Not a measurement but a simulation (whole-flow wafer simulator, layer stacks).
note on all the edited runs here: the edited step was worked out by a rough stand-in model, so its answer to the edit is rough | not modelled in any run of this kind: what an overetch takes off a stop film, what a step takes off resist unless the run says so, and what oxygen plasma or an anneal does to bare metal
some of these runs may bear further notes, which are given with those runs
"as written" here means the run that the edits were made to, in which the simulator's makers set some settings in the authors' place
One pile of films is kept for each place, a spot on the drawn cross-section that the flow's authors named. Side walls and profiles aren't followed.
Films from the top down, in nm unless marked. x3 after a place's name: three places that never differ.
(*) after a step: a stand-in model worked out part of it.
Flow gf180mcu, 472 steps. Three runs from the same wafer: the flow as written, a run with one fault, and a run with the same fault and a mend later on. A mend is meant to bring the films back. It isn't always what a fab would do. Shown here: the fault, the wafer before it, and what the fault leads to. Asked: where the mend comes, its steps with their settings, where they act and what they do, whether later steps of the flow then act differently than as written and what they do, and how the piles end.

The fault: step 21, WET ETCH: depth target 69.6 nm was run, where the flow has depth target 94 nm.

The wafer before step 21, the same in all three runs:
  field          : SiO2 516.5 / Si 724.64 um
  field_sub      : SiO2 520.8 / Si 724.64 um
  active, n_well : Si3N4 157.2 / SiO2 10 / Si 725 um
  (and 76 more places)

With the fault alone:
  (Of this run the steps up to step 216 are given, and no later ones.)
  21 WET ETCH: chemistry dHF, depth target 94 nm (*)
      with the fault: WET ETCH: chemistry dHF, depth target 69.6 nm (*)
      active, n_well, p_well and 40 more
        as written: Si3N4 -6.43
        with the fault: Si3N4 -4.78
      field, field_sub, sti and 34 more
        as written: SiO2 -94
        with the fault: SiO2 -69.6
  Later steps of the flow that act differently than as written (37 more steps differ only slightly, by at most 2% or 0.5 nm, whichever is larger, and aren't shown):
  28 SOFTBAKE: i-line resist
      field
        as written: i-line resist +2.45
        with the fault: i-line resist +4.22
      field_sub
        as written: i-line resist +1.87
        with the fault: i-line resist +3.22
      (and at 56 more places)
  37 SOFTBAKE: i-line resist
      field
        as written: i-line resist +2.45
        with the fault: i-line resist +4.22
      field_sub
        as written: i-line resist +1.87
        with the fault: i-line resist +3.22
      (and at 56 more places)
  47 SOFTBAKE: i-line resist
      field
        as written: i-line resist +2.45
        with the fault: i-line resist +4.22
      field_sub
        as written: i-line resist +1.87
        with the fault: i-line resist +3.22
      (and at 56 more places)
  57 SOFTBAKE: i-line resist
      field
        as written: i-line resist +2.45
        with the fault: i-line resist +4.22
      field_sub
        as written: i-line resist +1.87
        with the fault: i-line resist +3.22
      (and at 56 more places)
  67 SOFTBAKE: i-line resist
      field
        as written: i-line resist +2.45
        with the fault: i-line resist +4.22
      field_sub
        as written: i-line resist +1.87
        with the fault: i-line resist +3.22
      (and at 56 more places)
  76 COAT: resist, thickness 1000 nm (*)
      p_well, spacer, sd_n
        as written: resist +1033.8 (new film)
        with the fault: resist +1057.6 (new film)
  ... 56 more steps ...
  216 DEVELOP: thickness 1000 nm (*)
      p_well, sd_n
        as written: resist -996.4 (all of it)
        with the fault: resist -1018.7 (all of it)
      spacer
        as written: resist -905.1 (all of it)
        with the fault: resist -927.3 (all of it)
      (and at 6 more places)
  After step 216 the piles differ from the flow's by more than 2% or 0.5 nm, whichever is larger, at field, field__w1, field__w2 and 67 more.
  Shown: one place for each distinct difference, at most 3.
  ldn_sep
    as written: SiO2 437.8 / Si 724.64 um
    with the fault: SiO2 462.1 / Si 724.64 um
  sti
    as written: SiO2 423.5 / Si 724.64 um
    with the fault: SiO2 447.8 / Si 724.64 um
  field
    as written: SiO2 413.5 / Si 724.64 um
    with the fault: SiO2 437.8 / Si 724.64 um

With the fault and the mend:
  The mend comes after step 21.
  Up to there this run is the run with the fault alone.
  21a WET ETCH: chemistry dHF, depth target 24.4 nm (the flow's step 21 once more, with other settings)
      field, field_sub, sti and 34 more
        SiO2 -24.4
  No later step of the flow acts differently than as written, at any place that is followed, by more than 2% or 0.5 nm, whichever is larger.
  At the end the piles are the same as the flow's at every place that both follow.
